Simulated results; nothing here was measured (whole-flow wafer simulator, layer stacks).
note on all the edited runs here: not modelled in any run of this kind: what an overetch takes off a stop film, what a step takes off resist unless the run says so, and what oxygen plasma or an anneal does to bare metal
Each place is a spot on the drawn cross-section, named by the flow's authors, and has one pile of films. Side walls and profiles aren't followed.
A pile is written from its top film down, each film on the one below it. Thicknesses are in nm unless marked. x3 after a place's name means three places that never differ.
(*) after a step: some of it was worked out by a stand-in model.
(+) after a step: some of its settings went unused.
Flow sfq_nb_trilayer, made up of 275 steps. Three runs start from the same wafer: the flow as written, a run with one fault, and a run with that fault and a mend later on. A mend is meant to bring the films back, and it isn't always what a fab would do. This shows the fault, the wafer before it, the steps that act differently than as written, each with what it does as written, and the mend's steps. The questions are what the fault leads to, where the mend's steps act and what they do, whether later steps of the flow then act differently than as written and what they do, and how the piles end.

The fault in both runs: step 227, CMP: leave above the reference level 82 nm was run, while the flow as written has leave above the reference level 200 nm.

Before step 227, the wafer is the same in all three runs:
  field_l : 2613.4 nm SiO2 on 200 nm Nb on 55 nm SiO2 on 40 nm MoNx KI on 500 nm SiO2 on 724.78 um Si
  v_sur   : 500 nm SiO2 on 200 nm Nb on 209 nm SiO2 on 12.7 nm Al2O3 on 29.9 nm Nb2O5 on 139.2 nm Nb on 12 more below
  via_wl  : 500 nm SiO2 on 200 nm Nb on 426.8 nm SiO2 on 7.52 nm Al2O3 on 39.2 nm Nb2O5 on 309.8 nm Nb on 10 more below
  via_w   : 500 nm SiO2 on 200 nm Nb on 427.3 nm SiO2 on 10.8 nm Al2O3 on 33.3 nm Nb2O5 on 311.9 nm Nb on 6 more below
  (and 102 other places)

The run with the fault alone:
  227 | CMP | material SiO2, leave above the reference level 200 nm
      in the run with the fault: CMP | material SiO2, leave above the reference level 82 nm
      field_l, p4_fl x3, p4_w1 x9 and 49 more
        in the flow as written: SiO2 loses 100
        in the run with the fault: SiO2 loses 218
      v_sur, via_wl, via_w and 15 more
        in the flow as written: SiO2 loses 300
        in the run with the fault: SiO2 loses 418
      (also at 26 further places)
  Steps further on in the flow that do not act as written (not shown: 3 more steps that differ only slightly, by at most 2% or 0.5 nm, whichever is larger):
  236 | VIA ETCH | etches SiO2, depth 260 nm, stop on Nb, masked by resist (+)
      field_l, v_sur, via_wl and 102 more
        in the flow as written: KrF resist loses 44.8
        in the run with the fault: KrF resist loses 21.2
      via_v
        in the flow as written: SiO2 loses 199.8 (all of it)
        in the run with the fault: SiO2 loses 81.8 (all of it)
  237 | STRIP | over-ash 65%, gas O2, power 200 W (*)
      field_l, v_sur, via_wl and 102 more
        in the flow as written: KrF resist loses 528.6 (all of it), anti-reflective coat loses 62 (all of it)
        in the run with the fault: KrF resist loses 552.3 (all of it), anti-reflective coat loses 62 (all of it)
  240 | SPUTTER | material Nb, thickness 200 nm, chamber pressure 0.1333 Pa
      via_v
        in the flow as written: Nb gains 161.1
        in the run with the fault: Nb gains 190
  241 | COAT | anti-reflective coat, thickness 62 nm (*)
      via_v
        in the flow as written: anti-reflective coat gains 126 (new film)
        in the run with the fault: anti-reflective coat gains 97.6 (new film)
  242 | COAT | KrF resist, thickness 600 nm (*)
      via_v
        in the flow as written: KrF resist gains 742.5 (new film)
        in the run with the fault: KrF resist gains 643.1 (new film)
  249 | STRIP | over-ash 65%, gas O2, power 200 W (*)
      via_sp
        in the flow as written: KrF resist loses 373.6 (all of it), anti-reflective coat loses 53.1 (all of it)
        in the run with the fault: KrF resist loses 382.6 (all of it), anti-reflective coat loses 54.1 (all of it)
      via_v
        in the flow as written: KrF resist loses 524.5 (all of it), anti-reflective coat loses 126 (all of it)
        in the run with the fault: KrF resist loses 425.3 (all of it), anti-reflective coat loses 97.6 (all of it)
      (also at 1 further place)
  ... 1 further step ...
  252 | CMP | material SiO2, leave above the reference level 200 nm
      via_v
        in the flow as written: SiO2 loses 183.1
        in the run with the fault: SiO2 loses 209.1
  At field_l, v_sur, via_wl and 103 more, the piles at the end differ from the flow's by more than 2% or 0.5 nm, whichever is larger.
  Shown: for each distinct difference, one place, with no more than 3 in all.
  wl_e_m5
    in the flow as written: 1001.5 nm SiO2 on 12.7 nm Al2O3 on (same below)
    in the run with the fault: 883.5 nm SiO2 on 12.7 nm Al2O3 on (same below)
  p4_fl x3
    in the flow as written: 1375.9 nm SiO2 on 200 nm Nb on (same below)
    in the run with the fault: 1257.9 nm SiO2 on 200 nm Nb on (same below)
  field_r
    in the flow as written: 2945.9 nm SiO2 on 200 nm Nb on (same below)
    in the run with the fault: 2827.9 nm SiO2 on 200 nm Nb on (same below)

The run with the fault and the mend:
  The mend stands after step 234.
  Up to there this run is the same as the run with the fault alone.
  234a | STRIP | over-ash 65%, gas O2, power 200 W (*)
      field_l, v_sur, via_wl and 102 more
        KrF resist loses 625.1 (all of it), anti-reflective coat loses 62 (all of it)
      via_v
        anti-reflective coat loses 62 (all of it)
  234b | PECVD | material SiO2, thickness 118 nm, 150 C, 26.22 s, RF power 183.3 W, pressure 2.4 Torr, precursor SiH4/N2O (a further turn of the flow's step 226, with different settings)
      field_l, v_sur, via_wl and 103 more
        SiO2 gains 118
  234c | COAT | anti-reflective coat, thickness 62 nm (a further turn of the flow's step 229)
      field_l, v_sur, via_wl and 103 more
        anti-reflective coat gains 62 (new film)
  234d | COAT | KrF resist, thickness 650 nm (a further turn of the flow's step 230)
      field_l, v_sur, via_wl and 103 more
        KrF resist gains 650 (new film)
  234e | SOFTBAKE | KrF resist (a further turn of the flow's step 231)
      alters no film at any place that is followed
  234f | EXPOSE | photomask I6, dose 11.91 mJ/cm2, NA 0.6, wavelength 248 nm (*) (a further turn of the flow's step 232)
      alters no film at any place that is followed
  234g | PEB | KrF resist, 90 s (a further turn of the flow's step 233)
      field_l, v_sur, via_wl and 103 more
        KrF resist loses 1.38
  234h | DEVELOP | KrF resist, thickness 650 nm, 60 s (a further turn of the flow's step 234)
      field_l, v_sur, via_wl and 102 more
        KrF resist loses 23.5
      via_v
        KrF resist loses 648.6 (all of it)
  None of the later steps of the flow acts differently than as written at any place that is followed.
  The piles end the same as the flow's at every place that both follow.
